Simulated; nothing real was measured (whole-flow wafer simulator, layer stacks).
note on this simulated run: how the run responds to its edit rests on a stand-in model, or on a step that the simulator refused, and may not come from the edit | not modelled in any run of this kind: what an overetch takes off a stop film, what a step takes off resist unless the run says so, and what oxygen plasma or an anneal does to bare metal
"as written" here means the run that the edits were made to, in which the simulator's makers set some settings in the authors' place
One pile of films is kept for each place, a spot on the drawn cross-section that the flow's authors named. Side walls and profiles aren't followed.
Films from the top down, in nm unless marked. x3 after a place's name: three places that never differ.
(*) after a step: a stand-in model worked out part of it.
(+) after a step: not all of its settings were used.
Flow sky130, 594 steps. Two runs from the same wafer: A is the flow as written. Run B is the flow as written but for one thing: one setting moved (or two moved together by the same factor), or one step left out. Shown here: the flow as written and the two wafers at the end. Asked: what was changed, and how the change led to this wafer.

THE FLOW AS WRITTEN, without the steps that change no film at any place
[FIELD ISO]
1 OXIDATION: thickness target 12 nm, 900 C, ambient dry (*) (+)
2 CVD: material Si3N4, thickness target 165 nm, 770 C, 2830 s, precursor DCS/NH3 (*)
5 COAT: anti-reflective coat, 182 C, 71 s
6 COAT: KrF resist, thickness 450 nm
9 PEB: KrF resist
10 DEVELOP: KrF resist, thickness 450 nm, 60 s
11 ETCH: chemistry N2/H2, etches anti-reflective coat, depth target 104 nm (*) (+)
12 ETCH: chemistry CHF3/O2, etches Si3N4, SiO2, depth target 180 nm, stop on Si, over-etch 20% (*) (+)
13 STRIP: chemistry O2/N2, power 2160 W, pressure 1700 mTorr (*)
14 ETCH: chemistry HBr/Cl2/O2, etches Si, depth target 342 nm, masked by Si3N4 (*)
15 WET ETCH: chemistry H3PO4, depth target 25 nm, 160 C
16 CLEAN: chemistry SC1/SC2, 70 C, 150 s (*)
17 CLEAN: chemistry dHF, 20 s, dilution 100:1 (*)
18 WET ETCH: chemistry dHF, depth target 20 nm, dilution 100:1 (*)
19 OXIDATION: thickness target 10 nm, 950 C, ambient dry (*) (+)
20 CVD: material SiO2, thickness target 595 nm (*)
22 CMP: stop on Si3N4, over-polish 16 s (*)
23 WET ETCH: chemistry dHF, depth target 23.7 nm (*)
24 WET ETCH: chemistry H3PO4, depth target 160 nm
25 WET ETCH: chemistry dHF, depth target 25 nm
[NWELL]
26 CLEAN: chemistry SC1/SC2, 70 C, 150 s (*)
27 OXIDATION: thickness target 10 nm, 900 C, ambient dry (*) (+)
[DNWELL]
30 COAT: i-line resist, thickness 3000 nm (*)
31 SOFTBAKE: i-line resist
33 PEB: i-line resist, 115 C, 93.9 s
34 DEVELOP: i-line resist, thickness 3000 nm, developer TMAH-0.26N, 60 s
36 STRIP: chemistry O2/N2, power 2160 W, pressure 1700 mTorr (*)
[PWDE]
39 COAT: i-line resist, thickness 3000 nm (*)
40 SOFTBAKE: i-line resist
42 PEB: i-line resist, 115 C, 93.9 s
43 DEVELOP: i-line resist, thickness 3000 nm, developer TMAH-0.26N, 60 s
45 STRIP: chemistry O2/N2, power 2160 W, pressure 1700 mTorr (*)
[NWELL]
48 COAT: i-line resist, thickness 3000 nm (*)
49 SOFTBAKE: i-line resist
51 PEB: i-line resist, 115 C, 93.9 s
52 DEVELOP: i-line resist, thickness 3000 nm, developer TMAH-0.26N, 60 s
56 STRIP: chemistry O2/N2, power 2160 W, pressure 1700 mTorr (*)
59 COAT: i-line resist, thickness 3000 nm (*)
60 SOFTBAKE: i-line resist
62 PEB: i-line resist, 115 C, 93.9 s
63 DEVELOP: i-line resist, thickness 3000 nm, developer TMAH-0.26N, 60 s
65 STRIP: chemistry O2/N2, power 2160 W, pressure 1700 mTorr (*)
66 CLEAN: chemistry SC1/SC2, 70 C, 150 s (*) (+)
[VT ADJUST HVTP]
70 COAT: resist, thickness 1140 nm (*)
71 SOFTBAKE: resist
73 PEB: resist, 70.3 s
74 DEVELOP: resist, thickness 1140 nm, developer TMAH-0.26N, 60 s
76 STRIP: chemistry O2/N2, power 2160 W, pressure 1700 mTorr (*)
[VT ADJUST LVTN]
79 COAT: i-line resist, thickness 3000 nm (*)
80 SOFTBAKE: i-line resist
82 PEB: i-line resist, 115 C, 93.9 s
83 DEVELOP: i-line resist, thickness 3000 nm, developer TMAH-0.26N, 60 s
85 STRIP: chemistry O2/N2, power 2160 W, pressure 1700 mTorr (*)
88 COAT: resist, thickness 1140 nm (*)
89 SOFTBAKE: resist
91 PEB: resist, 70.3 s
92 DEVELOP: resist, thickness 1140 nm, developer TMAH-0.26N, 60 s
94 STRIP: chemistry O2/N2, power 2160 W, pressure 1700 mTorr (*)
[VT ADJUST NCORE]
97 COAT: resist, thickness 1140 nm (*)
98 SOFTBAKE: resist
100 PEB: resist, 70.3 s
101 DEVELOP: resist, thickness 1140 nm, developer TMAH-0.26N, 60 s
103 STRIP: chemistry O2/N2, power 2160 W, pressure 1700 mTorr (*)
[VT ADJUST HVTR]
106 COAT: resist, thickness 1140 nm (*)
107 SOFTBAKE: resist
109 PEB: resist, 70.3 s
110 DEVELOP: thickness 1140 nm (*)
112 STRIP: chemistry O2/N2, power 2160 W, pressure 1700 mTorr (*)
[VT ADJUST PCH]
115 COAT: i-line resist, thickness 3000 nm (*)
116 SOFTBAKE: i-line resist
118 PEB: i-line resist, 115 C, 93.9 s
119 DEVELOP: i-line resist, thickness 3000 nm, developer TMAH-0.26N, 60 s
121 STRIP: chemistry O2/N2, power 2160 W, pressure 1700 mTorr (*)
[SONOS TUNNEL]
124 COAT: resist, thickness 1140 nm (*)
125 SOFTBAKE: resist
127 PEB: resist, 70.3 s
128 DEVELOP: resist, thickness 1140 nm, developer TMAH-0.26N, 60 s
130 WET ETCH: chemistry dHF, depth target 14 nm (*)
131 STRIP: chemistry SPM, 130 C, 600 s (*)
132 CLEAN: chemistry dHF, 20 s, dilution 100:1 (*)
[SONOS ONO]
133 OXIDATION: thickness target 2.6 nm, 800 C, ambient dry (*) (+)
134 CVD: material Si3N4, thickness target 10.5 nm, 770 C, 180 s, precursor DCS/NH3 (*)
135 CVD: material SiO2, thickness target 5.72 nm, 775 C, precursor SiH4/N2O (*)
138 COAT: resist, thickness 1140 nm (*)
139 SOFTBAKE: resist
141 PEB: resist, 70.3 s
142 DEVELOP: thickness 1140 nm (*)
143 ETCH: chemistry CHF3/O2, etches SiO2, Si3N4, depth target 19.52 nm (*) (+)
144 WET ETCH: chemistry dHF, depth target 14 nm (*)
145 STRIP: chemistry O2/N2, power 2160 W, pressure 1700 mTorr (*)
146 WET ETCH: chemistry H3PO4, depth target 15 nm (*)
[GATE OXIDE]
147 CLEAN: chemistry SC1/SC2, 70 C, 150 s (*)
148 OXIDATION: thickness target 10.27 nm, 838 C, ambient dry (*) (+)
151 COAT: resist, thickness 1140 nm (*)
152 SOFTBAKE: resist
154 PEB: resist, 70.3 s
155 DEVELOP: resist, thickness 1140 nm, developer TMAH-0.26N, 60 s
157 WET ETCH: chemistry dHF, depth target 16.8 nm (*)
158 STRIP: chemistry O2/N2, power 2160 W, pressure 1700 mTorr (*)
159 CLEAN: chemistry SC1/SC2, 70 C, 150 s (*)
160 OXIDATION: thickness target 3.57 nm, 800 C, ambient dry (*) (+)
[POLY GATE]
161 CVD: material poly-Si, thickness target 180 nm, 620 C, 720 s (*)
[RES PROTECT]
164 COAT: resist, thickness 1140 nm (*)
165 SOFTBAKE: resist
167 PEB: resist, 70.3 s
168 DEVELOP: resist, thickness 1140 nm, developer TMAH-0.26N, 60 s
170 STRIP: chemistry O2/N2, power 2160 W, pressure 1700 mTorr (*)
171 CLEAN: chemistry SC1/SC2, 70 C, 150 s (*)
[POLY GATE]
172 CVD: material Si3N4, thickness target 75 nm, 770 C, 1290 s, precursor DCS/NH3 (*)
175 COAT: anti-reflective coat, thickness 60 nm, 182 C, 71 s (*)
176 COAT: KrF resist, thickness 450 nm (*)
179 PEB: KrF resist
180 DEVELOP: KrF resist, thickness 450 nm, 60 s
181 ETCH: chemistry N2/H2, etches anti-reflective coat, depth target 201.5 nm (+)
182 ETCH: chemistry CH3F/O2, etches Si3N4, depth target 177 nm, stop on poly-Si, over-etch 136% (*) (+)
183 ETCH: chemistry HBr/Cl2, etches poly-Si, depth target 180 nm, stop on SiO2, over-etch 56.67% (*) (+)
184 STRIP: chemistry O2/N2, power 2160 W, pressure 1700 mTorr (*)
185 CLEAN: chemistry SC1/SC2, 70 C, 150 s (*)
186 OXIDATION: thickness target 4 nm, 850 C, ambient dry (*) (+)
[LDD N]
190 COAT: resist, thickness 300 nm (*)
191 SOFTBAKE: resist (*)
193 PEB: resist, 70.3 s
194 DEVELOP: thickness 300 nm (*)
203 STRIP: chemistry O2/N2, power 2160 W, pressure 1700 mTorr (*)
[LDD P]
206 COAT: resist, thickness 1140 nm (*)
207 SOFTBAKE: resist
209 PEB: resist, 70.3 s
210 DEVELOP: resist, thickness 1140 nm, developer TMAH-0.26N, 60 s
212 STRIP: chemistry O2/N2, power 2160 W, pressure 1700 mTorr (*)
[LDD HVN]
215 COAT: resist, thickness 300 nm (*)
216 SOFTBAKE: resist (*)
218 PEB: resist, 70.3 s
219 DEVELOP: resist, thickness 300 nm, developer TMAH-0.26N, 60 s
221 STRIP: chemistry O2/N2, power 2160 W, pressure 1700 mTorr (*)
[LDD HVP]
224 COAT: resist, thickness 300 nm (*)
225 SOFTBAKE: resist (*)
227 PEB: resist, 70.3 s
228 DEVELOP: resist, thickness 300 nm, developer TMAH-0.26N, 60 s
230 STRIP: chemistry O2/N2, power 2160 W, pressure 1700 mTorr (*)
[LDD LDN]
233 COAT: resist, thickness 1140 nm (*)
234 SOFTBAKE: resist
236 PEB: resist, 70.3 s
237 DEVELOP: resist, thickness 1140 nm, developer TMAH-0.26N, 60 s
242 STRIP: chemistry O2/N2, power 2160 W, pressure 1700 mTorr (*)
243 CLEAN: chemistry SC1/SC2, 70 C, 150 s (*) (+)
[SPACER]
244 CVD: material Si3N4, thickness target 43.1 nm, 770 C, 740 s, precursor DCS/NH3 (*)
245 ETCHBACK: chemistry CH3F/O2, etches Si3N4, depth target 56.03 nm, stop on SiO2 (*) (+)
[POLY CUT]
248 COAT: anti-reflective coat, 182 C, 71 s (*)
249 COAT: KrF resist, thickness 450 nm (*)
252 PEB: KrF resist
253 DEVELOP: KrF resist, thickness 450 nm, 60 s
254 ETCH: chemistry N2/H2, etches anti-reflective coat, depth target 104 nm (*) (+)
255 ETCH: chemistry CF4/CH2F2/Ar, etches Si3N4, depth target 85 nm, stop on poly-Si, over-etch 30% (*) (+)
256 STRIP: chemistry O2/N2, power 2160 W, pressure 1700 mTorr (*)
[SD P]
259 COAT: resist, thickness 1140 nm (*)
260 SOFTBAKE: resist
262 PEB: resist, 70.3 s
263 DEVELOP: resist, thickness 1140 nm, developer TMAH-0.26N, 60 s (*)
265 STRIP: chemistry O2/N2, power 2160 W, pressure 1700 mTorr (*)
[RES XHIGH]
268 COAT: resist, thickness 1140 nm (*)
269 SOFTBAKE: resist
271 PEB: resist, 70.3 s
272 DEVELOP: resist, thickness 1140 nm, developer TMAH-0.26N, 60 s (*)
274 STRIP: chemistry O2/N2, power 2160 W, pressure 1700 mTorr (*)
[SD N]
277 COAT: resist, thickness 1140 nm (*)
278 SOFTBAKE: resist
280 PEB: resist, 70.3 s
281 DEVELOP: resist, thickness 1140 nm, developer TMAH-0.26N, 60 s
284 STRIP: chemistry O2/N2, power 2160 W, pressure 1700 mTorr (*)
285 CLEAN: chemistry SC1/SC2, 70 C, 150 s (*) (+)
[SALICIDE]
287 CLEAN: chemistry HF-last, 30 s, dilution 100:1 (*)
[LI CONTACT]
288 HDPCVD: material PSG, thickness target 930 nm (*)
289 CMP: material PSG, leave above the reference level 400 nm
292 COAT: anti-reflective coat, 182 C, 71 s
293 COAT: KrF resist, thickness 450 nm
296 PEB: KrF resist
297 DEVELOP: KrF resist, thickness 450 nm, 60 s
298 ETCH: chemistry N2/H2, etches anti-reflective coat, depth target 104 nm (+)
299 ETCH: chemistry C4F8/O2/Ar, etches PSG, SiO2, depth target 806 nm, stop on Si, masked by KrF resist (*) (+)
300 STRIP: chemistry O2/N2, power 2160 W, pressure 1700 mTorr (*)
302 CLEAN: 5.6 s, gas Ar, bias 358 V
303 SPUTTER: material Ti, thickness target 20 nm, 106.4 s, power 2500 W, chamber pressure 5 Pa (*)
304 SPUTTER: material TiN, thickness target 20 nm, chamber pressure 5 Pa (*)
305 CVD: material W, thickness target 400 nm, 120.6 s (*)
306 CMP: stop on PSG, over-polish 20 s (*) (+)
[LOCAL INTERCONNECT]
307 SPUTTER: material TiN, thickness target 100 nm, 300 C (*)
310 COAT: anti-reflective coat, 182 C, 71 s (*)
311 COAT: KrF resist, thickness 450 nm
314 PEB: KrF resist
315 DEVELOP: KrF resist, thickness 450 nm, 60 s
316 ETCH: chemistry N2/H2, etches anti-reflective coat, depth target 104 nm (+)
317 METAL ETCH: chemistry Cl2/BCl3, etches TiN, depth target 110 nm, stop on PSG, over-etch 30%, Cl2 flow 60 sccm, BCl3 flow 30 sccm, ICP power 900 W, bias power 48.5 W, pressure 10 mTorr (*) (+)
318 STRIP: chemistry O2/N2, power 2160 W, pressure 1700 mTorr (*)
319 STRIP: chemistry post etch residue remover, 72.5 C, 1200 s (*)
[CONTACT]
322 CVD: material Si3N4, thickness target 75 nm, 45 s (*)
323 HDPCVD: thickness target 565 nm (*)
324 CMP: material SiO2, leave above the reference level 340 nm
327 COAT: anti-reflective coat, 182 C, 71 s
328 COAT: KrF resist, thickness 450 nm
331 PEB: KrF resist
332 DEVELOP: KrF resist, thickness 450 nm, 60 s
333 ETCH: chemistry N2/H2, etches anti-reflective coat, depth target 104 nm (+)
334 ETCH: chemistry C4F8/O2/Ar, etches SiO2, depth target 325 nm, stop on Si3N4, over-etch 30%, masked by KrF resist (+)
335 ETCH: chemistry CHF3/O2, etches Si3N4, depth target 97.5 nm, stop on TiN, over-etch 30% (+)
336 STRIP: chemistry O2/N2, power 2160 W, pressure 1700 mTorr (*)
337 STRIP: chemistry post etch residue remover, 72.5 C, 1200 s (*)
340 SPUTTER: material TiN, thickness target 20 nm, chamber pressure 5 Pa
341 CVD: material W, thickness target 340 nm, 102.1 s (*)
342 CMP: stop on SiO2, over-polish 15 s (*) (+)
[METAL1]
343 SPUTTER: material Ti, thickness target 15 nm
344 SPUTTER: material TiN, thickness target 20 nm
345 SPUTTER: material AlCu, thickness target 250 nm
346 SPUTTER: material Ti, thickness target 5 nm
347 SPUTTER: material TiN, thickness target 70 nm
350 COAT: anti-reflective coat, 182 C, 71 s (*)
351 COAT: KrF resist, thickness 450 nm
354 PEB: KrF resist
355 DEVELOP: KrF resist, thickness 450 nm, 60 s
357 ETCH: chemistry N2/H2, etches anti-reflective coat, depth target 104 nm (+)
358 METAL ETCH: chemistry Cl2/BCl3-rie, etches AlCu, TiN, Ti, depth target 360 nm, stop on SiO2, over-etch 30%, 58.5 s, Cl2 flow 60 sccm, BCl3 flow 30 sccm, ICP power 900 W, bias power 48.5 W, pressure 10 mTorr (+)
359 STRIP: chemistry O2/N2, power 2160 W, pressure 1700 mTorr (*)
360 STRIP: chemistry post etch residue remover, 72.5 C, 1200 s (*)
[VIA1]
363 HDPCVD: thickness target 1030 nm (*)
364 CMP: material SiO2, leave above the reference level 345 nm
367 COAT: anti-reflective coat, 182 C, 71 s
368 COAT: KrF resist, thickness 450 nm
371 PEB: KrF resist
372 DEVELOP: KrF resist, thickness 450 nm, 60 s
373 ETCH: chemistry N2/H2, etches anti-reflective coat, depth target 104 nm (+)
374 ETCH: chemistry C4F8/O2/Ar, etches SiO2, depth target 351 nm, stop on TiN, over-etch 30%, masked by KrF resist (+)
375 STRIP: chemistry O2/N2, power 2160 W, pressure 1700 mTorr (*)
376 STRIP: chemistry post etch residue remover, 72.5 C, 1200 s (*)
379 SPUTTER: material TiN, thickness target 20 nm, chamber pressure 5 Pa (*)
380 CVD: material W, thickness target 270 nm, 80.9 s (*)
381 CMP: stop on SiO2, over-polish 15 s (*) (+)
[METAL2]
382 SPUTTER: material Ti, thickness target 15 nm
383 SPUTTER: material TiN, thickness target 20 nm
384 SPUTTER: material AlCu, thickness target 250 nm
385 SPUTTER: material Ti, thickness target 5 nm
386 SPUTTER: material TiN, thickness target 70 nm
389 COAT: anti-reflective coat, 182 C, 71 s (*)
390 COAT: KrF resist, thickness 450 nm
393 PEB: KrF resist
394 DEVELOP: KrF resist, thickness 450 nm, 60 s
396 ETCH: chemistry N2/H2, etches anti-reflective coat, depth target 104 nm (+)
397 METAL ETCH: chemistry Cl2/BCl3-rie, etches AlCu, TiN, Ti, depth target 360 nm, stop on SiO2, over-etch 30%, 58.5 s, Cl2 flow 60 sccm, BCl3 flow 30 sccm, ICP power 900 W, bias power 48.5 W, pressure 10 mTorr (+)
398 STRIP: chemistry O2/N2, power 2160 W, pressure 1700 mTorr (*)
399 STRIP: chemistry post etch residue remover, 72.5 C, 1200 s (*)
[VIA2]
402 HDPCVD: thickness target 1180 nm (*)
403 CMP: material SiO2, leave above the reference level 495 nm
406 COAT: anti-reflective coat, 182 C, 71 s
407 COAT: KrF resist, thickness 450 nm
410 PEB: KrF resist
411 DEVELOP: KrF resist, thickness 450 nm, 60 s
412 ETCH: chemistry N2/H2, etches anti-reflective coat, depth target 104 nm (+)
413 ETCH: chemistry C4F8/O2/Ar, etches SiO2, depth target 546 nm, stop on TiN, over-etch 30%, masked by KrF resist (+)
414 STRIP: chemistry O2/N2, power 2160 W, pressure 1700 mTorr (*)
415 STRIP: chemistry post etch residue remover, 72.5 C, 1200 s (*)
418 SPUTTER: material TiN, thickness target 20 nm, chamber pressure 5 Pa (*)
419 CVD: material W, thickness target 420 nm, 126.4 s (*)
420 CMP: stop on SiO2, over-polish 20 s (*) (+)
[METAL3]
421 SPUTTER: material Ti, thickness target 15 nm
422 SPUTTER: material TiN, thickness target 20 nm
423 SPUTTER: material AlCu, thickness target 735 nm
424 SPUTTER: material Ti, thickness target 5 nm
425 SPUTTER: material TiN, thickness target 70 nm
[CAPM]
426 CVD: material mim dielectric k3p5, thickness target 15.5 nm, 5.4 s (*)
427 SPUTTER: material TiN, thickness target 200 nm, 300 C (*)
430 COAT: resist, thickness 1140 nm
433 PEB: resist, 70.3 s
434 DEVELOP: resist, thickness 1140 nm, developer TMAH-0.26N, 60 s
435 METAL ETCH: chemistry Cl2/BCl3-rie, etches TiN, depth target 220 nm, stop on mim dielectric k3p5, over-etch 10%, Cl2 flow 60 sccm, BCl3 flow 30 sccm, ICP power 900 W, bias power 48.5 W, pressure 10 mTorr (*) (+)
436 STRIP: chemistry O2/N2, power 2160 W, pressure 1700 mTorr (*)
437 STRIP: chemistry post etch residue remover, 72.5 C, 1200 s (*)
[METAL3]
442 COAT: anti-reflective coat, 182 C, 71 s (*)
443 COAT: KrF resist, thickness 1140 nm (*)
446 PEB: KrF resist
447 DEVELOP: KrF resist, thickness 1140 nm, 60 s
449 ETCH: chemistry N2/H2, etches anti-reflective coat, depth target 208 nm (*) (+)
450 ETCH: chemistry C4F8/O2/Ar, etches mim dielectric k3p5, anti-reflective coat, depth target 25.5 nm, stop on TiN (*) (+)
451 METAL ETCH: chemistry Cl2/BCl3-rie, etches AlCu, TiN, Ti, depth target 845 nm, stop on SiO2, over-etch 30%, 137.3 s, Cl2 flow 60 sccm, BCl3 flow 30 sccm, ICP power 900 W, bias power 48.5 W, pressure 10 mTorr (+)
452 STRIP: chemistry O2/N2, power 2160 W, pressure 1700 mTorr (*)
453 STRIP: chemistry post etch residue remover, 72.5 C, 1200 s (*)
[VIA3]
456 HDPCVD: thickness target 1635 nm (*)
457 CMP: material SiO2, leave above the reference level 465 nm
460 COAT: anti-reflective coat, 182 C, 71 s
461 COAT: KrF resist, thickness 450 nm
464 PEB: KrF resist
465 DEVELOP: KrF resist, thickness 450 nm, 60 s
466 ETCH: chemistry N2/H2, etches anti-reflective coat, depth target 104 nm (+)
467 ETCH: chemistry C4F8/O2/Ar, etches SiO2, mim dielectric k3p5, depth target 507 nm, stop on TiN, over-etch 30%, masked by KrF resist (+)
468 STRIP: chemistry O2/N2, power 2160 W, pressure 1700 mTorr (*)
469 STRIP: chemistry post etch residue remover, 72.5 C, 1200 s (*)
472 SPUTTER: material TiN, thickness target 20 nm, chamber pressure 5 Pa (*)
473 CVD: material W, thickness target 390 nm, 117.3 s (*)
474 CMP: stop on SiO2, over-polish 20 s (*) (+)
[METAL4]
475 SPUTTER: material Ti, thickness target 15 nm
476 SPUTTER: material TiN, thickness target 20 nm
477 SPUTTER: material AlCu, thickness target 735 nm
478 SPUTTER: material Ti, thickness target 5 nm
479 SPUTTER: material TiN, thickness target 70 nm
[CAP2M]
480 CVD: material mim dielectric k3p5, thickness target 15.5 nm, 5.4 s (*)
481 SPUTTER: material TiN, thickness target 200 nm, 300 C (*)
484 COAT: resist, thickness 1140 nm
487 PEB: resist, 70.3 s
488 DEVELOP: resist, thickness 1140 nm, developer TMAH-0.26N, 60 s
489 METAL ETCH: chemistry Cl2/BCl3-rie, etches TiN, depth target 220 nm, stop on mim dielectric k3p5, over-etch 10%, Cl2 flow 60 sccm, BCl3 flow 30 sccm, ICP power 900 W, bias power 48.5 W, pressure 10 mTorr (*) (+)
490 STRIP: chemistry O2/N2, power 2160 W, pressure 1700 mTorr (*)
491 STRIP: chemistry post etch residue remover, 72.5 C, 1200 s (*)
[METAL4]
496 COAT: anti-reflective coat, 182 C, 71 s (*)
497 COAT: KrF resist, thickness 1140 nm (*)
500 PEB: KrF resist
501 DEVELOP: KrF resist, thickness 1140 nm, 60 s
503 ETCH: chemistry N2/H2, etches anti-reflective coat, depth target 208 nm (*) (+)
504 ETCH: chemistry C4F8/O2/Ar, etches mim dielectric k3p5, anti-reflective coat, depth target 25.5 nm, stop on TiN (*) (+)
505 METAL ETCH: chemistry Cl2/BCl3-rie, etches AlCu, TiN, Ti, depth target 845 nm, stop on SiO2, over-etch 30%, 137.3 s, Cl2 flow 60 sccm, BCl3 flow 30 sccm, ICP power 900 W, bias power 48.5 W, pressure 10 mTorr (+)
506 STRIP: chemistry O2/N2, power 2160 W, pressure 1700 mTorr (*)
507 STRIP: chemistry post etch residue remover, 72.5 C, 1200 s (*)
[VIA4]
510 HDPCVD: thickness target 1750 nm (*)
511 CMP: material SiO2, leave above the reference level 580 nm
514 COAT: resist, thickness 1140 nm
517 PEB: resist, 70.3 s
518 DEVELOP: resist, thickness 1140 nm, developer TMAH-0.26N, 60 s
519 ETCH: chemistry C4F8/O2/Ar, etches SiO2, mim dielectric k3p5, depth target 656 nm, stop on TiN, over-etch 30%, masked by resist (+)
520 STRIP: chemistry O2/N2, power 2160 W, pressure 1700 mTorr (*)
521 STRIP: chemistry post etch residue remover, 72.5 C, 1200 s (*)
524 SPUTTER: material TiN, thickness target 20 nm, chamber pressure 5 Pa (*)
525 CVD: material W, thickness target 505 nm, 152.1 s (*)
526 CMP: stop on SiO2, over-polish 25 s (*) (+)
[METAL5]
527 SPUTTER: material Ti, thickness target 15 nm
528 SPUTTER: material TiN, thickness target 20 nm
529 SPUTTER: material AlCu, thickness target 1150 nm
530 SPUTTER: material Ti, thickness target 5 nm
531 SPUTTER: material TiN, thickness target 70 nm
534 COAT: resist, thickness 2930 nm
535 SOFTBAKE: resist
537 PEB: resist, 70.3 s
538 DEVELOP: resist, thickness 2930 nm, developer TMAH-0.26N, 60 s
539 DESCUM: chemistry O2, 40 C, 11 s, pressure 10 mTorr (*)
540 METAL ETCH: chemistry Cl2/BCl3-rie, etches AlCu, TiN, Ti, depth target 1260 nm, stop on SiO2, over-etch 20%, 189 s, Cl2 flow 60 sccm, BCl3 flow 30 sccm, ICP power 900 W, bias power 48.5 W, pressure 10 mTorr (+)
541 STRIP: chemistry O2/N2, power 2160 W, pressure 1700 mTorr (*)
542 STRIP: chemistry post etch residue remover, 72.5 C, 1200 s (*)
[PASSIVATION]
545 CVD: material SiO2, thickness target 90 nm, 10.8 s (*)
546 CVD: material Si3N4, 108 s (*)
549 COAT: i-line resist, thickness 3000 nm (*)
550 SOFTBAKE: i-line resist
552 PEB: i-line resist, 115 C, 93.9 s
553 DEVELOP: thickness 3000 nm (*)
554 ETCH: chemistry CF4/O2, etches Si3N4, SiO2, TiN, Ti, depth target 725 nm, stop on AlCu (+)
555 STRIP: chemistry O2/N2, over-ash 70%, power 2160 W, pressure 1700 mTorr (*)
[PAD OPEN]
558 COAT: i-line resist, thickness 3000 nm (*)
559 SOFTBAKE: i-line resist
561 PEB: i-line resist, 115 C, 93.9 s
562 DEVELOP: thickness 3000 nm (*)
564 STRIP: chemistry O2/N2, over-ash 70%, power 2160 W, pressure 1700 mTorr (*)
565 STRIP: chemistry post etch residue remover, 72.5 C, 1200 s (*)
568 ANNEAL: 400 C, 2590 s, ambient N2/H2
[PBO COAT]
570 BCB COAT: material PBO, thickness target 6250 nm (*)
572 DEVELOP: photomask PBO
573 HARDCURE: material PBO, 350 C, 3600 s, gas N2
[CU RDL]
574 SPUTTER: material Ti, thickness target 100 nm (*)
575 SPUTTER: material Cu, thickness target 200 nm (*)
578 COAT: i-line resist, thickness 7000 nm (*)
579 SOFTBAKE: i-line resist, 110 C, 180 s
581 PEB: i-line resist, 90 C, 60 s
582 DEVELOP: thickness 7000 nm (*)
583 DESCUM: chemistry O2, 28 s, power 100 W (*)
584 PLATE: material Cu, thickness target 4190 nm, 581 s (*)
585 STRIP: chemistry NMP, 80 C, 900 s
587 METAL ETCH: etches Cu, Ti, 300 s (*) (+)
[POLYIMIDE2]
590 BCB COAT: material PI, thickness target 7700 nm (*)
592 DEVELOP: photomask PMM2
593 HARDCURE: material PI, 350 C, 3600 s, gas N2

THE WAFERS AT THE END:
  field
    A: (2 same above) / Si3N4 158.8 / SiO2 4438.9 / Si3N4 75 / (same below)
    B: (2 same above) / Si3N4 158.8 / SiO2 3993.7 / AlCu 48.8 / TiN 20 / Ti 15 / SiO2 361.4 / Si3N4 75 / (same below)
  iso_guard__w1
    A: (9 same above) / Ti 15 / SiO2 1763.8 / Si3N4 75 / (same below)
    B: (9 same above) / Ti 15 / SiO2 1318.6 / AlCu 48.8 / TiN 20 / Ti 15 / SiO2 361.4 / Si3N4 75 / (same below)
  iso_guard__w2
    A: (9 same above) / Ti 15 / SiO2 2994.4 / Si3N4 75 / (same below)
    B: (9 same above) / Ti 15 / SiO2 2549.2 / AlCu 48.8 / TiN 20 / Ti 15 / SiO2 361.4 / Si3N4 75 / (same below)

The cause: step 358, METAL ETCH: depth target 207 nm was run, where the flow has depth target 360 nm; step 358, METAL ETCH: 33.6 s was run, where the flow has 58.5 s.

How the change led to this, step by step:
  358 METAL ETCH: chemistry Cl2/BCl3-rie, etches AlCu, TiN, Ti, depth target 360 nm, stop on SiO2, over-etch 30%, 58.5 s, Cl2 flow 60 sccm, BCl3 flow 30 sccm, ICP power 900 W, bias power 48.5 W, pressure 10 mTorr (+)
      field, active, gate and 81 more: A TiN -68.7 (all of it), Ti -5 (all of it), AlCu -250 (all of it), TiN -20 (all of it), Ti -15 (all of it), SiO2 -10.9 | B TiN -68.7 (all of it), Ti -5 (all of it), AlCu -195.4
      n_well, p_well, sd_n and 80 more: A KrF resist -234 | B KrF resist -134.5
      (and at 24 more places)
  359 STRIP: chemistry O2/N2, power 2160 W, pressure 1700 mTorr (*)
      n_well, p_well, gate_hv and 100 more: A KrF resist -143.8 (all of it), anti-reflective coat -80 (all of it) | B KrF resist -243.3 (all of it), anti-reflective coat -80 (all of it)
      poly_licon, ndiff_licon, ndiff_licon_cpp, rpo_hd_licon: A KrF resist -143.9 (all of it), anti-reflective coat -80.5 (all of it) | B KrF resist -243.3 (all of it), anti-reflective coat -80.5 (all of it)
  360 STRIP: chemistry post etch residue remover, 72.5 C, 1200 s (*)
      field, active, gate and 81 more: A nothing | B AlCu -5.72
  363 HDPCVD: thickness target 1030 nm (*)
      field, active, gate and 81 more: A SiO2 +1030 | B SiO2 +1030 (new film)
  364 CMP: material SiO2, leave above the reference level 345 nm
      field, active, gate and 81 more: A SiO2 -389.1 | B SiO2 -483.8
Counting metal films that touch as one body, field has 1 body; the flow as written gives 0 bodies.
Counting metal films that touch as one body, iso_guard__w1 has 2 bodies (between them, from the top down: SiO2 1318.6); the flow as written gives 1 body.
Counting metal films that touch as one body, iso_guard__w2 has 2 bodies (between them, from the top down: SiO2 2549.2); the flow as written gives 1 body.
